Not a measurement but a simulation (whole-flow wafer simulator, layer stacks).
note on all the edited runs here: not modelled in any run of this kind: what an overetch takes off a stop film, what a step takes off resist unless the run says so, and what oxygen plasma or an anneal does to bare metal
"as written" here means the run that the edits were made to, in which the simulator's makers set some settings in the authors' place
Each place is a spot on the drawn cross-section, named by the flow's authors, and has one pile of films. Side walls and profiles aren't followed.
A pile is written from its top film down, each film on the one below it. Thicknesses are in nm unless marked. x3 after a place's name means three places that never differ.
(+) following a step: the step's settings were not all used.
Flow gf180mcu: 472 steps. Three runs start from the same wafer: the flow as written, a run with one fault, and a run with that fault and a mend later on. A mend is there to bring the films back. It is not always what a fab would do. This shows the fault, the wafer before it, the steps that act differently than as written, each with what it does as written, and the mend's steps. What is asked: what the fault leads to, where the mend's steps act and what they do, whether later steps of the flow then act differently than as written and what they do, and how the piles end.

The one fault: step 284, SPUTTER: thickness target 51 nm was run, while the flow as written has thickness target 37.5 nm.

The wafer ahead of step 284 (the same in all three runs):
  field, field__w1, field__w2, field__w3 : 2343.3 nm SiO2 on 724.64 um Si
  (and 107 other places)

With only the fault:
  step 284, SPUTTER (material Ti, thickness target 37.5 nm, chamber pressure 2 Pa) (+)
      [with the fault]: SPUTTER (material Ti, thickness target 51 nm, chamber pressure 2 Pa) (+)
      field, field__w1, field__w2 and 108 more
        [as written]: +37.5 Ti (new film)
        [with the fault]: +51 Ti (new film)
  Steps later in the flow that act otherwise than as written:
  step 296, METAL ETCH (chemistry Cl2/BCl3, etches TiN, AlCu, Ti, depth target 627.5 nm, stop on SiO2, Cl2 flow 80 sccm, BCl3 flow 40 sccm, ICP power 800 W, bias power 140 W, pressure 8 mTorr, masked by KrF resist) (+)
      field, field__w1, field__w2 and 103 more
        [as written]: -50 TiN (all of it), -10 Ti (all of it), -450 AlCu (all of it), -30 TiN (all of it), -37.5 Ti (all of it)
        [with the fault]: -50 TiN (all of it), -10 Ti (all of it), -450 AlCu (all of it), -30 TiN (all of it), -51 Ti (all of it)
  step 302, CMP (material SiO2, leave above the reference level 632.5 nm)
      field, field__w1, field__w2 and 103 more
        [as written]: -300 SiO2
        [with the fault]: -286.5 SiO2
  At field__w8, contact, m1, m1__w1, m1_nw, the piles at the end differ from the flow's by more than 2% or 0.5 nm, whichever is larger.
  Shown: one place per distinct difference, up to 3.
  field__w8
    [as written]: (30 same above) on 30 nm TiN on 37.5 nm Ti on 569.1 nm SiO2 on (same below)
    [with the fault]: (30 same above) on 30 nm TiN on 51 nm Ti on 569.1 nm SiO2 on (same below)
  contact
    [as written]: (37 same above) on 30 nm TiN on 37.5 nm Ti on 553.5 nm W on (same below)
    [with the fault]: (37 same above) on 30 nm TiN on 51 nm Ti on 553.5 nm W on (same below)

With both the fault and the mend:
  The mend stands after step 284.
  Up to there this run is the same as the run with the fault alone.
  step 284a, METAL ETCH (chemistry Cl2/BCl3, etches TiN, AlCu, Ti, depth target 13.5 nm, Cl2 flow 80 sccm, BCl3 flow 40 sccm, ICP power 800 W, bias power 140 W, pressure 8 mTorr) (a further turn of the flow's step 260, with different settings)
      field, field__w1, field__w2 and 108 more
        -13.5 Ti
  Every later step of the flow that is run acts as written at every place that is followed.
  At every place that both follow, the piles at the end match the flow's.
